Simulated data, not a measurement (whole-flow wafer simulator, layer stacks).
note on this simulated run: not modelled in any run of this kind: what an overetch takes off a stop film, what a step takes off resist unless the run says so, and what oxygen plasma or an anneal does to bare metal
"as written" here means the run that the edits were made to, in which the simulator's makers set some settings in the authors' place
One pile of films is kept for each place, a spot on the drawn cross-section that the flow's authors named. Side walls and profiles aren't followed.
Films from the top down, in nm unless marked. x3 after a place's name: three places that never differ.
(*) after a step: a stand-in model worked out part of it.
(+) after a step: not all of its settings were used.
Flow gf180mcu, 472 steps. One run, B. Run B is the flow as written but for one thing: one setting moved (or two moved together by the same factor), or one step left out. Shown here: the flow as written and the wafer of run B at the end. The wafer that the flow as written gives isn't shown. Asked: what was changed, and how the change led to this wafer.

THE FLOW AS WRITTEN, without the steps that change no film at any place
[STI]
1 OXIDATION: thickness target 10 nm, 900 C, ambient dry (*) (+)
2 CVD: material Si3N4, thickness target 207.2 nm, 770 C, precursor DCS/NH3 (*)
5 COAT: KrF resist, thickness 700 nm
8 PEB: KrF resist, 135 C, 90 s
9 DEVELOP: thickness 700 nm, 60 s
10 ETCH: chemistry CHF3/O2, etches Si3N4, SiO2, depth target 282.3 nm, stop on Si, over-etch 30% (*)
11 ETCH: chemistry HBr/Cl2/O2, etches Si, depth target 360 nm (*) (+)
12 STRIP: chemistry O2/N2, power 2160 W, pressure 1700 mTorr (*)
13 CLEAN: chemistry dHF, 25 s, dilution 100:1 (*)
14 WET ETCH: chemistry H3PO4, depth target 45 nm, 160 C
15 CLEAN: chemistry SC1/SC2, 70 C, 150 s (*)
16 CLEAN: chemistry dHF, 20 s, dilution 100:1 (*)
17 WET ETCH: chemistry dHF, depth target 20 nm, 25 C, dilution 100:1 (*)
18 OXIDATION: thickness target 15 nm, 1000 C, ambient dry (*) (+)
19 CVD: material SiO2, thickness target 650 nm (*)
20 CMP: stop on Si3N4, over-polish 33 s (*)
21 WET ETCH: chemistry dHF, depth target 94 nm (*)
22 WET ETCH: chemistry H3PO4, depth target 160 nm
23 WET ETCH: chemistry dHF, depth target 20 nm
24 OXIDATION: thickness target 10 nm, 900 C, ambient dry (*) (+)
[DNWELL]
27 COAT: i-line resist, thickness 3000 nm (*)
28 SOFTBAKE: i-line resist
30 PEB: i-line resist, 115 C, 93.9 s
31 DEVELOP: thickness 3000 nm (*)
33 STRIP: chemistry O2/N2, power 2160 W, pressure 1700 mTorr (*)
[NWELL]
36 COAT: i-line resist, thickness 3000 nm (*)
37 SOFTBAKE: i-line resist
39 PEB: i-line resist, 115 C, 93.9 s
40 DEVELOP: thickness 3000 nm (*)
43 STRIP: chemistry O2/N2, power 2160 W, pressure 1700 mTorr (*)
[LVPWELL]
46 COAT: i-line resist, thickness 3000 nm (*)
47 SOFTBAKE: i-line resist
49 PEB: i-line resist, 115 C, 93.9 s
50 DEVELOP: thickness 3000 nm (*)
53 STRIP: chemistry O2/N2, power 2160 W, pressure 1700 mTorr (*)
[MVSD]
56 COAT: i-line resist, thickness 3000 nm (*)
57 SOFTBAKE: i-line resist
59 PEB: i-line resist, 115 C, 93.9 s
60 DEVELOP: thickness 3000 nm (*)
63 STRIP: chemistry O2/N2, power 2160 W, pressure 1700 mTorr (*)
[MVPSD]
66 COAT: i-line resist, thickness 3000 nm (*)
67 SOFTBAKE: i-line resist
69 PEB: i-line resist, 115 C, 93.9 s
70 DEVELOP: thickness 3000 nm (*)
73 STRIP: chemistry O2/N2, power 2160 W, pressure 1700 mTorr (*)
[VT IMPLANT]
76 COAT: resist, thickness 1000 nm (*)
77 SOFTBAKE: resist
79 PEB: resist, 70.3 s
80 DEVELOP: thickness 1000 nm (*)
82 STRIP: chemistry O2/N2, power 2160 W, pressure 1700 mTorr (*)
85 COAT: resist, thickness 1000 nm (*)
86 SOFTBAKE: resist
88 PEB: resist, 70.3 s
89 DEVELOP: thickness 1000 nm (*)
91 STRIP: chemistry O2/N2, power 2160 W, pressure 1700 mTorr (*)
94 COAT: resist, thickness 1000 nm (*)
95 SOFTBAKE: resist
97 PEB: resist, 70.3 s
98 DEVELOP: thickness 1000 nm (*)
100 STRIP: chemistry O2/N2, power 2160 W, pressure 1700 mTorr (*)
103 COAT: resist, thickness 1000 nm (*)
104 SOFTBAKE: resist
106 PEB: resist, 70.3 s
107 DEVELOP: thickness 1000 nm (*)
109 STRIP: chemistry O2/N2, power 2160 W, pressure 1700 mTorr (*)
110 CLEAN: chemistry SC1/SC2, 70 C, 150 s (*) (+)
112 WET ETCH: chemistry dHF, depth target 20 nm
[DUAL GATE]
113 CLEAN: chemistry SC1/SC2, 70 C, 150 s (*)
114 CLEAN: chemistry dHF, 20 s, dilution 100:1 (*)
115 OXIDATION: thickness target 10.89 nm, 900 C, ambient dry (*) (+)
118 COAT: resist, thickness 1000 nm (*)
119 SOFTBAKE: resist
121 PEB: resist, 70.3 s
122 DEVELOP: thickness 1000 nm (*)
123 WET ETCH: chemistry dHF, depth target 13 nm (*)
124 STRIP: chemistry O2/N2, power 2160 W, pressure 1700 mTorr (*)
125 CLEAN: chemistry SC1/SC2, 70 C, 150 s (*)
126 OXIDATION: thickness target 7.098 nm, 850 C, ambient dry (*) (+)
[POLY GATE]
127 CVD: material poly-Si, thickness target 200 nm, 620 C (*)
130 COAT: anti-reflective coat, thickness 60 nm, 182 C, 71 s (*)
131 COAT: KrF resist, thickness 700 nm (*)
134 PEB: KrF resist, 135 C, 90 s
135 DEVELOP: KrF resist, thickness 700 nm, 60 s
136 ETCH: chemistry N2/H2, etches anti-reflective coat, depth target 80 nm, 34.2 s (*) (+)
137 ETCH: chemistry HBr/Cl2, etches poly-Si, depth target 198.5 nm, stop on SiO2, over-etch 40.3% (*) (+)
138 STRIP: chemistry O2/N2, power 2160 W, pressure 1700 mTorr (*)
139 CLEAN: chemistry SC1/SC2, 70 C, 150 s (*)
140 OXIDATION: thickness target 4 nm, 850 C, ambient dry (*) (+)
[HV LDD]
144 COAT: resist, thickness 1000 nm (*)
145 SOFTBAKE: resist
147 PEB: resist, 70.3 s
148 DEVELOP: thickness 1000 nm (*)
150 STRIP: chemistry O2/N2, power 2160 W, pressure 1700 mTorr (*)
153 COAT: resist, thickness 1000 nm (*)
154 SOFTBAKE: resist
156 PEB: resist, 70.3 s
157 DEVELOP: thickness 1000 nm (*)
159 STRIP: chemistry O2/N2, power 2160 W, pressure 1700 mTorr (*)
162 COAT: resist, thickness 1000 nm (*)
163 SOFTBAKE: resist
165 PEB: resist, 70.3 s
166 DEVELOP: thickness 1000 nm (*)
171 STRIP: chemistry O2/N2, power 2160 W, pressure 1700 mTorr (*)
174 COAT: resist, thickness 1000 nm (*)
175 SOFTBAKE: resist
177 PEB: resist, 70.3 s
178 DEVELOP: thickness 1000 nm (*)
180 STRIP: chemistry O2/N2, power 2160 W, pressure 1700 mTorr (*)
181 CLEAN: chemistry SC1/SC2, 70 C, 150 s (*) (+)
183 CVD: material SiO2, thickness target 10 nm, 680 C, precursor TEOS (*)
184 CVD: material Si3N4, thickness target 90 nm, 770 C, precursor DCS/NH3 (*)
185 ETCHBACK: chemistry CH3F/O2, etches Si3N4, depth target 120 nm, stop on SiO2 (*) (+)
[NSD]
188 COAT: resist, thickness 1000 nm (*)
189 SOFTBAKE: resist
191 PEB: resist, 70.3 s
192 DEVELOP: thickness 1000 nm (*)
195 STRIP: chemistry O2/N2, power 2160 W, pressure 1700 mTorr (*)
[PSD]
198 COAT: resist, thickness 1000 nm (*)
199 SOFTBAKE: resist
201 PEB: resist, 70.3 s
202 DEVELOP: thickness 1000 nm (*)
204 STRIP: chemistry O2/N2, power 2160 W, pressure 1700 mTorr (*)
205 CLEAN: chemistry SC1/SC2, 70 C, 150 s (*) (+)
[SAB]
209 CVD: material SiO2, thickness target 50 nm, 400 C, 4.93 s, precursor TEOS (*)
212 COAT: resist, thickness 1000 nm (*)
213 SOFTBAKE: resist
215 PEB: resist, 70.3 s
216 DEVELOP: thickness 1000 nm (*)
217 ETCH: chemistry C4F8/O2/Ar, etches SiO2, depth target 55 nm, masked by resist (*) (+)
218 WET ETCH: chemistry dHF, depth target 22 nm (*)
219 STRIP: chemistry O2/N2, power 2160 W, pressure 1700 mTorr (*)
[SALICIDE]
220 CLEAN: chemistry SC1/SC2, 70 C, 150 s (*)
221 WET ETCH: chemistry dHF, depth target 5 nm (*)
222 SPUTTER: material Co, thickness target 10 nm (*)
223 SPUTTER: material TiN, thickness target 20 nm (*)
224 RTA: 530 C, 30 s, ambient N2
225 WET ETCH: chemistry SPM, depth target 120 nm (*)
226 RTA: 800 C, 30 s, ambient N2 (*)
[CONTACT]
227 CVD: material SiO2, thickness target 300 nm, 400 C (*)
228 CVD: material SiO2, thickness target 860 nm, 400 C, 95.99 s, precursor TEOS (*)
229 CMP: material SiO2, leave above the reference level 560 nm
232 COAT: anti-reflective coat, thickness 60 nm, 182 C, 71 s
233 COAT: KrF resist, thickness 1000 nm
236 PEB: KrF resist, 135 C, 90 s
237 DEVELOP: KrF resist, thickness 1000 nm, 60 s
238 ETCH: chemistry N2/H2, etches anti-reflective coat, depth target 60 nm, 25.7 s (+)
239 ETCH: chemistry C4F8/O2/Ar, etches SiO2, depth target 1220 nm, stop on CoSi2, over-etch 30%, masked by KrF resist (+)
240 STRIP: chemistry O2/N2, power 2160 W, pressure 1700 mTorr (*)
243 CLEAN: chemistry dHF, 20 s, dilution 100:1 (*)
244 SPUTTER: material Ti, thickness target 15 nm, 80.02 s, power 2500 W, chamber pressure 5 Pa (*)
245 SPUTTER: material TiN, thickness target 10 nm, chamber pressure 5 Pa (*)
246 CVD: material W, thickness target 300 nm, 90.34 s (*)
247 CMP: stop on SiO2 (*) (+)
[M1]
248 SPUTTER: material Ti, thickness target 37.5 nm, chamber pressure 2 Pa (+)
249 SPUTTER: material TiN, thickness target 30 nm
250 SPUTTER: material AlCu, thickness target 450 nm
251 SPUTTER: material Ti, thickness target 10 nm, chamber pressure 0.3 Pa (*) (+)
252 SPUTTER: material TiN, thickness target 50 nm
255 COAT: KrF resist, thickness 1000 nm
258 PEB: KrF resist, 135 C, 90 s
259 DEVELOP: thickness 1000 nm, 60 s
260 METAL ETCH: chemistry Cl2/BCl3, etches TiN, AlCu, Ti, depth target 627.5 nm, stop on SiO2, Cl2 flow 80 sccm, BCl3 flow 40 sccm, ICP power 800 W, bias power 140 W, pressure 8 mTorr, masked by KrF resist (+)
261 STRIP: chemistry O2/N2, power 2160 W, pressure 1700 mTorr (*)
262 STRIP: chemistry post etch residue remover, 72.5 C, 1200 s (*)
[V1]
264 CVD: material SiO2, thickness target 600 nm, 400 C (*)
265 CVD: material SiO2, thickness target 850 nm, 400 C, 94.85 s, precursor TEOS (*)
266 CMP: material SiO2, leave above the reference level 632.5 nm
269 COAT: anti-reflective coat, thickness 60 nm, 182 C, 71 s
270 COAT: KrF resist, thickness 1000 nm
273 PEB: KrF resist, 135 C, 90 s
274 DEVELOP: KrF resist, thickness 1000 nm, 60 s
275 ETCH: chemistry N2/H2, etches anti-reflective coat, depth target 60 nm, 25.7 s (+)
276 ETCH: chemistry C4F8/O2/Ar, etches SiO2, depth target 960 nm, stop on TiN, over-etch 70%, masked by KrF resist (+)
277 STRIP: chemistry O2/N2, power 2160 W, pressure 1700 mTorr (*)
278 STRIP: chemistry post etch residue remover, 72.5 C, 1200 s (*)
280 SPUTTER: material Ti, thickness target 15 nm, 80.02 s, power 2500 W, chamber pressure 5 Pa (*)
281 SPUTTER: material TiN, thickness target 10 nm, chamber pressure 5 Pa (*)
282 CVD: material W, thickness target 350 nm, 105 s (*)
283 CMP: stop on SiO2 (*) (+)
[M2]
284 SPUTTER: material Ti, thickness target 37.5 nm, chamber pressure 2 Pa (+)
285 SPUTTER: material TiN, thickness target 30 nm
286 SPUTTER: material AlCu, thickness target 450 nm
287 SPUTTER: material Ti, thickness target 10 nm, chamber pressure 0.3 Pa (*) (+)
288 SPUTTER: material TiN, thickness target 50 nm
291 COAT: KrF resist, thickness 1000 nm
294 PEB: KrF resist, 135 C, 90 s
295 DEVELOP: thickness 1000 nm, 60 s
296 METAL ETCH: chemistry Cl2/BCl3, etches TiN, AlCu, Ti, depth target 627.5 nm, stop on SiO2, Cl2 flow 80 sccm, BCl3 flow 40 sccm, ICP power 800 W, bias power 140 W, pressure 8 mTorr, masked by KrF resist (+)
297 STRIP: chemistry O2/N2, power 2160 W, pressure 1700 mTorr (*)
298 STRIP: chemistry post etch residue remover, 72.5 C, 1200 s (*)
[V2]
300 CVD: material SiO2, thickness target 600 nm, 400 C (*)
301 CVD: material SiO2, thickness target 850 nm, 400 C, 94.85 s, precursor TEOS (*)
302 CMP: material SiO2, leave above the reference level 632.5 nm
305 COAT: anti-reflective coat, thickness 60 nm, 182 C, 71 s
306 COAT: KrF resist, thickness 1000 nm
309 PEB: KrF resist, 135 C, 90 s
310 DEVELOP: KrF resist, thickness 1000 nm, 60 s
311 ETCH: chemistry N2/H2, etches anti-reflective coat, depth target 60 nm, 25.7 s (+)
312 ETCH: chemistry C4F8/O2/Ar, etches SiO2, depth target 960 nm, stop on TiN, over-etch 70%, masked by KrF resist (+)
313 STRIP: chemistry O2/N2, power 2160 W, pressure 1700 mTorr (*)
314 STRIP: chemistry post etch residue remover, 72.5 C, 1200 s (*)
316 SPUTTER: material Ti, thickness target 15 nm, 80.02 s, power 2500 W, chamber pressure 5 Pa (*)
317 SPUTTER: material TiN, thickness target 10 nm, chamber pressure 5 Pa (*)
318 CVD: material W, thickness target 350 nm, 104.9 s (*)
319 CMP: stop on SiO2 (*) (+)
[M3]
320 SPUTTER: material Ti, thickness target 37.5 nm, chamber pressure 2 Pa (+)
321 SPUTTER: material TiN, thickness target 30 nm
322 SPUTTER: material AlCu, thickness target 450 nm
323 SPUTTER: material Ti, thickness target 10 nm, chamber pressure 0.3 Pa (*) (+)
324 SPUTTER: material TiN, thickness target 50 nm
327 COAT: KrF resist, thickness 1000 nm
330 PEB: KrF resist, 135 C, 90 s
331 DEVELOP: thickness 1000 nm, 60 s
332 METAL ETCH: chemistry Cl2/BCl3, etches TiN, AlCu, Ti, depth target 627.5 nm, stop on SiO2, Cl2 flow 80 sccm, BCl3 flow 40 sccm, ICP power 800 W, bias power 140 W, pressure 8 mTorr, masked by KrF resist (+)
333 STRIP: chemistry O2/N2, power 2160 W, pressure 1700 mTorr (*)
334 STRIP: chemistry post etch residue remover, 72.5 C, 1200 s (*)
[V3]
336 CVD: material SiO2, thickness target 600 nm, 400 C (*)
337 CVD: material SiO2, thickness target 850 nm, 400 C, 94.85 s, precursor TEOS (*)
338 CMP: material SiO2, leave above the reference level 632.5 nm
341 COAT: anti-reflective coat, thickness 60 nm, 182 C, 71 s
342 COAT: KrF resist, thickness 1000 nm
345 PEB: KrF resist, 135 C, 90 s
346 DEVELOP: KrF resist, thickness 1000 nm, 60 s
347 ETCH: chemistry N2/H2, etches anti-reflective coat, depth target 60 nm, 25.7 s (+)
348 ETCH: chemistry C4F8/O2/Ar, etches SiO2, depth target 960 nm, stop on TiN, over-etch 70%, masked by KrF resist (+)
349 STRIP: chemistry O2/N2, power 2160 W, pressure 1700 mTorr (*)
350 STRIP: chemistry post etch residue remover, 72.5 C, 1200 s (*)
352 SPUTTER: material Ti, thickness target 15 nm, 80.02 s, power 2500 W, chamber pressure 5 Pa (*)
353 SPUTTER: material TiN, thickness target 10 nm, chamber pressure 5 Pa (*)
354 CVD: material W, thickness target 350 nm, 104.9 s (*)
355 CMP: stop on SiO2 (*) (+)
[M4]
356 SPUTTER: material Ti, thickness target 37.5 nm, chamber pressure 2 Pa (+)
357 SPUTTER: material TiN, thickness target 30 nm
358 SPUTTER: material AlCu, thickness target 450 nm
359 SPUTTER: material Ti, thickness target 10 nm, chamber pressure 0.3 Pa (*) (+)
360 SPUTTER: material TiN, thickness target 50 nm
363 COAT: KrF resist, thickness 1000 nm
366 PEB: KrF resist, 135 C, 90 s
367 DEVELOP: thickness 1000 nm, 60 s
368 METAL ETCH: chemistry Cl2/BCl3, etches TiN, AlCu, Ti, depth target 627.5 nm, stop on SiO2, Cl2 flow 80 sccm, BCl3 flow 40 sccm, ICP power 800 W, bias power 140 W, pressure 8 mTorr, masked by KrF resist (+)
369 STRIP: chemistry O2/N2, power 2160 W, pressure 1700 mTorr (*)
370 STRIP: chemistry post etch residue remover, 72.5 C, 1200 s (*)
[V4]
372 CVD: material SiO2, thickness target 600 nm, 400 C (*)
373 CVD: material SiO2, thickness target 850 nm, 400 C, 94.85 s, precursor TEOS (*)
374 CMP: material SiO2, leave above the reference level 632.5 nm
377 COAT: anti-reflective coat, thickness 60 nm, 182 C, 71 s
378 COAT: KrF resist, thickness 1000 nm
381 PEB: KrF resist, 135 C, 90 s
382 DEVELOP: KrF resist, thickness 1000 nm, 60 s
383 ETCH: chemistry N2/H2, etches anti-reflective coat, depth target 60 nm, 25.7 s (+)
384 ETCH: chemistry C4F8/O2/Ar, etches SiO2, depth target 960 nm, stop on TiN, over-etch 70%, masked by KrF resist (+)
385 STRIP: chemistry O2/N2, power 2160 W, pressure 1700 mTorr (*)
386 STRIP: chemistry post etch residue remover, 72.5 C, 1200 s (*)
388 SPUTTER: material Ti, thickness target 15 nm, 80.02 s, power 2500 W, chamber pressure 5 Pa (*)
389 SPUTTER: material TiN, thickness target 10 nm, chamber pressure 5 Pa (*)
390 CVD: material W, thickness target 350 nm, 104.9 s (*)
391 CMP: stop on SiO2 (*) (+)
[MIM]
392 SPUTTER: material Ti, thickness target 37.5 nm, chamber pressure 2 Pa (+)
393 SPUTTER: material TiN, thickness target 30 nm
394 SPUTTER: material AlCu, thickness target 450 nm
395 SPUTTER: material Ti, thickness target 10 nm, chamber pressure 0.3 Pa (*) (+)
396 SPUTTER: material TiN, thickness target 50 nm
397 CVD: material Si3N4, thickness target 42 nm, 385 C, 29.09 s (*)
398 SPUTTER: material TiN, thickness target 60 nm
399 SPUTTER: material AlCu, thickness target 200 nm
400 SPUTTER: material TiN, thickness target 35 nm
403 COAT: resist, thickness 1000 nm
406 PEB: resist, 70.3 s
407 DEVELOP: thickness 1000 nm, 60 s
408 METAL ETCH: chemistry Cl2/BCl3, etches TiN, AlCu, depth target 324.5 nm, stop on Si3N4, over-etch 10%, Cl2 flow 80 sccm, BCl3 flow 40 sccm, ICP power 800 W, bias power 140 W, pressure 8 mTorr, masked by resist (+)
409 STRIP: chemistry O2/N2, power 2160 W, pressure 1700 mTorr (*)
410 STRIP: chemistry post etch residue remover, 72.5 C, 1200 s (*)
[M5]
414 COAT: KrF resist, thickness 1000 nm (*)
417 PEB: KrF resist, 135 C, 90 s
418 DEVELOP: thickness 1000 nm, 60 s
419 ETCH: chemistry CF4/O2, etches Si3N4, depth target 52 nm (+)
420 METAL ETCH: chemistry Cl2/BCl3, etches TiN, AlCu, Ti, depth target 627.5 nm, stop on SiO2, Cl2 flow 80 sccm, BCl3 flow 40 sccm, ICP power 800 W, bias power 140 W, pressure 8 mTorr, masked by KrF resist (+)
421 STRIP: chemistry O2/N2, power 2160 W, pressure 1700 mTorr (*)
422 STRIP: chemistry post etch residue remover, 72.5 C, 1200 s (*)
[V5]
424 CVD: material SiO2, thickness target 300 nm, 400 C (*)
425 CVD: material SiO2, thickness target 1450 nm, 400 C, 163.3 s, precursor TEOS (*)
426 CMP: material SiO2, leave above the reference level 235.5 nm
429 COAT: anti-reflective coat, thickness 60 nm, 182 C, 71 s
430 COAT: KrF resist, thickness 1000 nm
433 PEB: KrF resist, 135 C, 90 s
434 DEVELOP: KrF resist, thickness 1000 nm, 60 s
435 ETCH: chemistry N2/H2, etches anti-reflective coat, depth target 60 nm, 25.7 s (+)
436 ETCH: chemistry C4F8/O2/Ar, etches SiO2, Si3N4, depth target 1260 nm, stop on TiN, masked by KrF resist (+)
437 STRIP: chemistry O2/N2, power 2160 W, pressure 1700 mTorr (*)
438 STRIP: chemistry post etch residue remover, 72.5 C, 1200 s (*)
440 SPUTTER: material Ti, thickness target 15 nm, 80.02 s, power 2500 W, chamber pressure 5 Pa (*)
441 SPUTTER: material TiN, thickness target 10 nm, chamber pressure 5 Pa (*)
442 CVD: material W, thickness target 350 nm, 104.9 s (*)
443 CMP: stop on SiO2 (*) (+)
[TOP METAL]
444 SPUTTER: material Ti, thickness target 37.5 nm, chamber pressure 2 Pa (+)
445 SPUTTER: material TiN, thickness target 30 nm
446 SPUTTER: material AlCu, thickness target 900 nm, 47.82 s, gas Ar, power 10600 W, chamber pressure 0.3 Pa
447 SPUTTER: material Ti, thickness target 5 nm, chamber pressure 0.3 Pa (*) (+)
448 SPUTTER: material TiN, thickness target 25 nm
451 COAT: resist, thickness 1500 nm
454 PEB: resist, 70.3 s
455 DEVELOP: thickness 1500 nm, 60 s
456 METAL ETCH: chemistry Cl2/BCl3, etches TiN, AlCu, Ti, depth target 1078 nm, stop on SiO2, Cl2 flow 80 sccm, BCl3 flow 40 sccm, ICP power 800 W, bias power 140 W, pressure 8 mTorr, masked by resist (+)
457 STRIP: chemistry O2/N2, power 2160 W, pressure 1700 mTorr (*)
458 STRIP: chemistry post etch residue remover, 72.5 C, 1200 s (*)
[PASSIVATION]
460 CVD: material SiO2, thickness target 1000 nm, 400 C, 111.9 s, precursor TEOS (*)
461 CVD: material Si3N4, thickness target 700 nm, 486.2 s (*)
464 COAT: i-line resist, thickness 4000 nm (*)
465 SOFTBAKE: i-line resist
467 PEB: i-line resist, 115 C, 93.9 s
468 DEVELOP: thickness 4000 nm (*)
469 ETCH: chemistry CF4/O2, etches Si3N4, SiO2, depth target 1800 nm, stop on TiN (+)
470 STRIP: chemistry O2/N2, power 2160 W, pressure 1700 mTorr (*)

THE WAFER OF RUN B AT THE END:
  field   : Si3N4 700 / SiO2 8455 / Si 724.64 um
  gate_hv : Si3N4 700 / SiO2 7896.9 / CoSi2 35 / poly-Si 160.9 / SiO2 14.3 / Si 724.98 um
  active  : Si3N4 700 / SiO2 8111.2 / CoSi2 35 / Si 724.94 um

The cause: step 302, CMP: leave above the reference level 860.2 nm was run, where the flow has leave above the reference level 632.5 nm.

How the change led to this, step by step:
  302 CMP: material SiO2, leave above the reference level 632.5 nm
      field, field__w1, field__w2 and 103 more: SiO2 -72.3 (as written it would be: SiO2 -300)
      field__w8, contact, m1, m1__w1, m1_nw: SiO2 -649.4 (as written it would be: SiO2 -877.1)
  312 ETCH: chemistry C4F8/O2/Ar, etches SiO2, depth target 960 nm, stop on TiN, over-etch 70%, masked by KrF resist (+)
      contact: SiO2 -800.2 (all of it) (as written it would be: SiO2 -572.5 (all of it))
  316 SPUTTER: material Ti, thickness target 15 nm, 80.02 s, power 2500 W, chamber pressure 5 Pa (*)
      contact: Ti +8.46 (new film) (as written it would be: Ti +9.65 (new film))
  317 SPUTTER: material TiN, thickness target 10 nm, chamber pressure 5 Pa (*)
      contact: TiN +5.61 (new film) (as written it would be: TiN +6.4 (new film))
  318 CVD: material W, thickness target 350 nm, 104.9 s (*)
      contact: W +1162 (new film) (as written it would be: W +932.3 (new film))
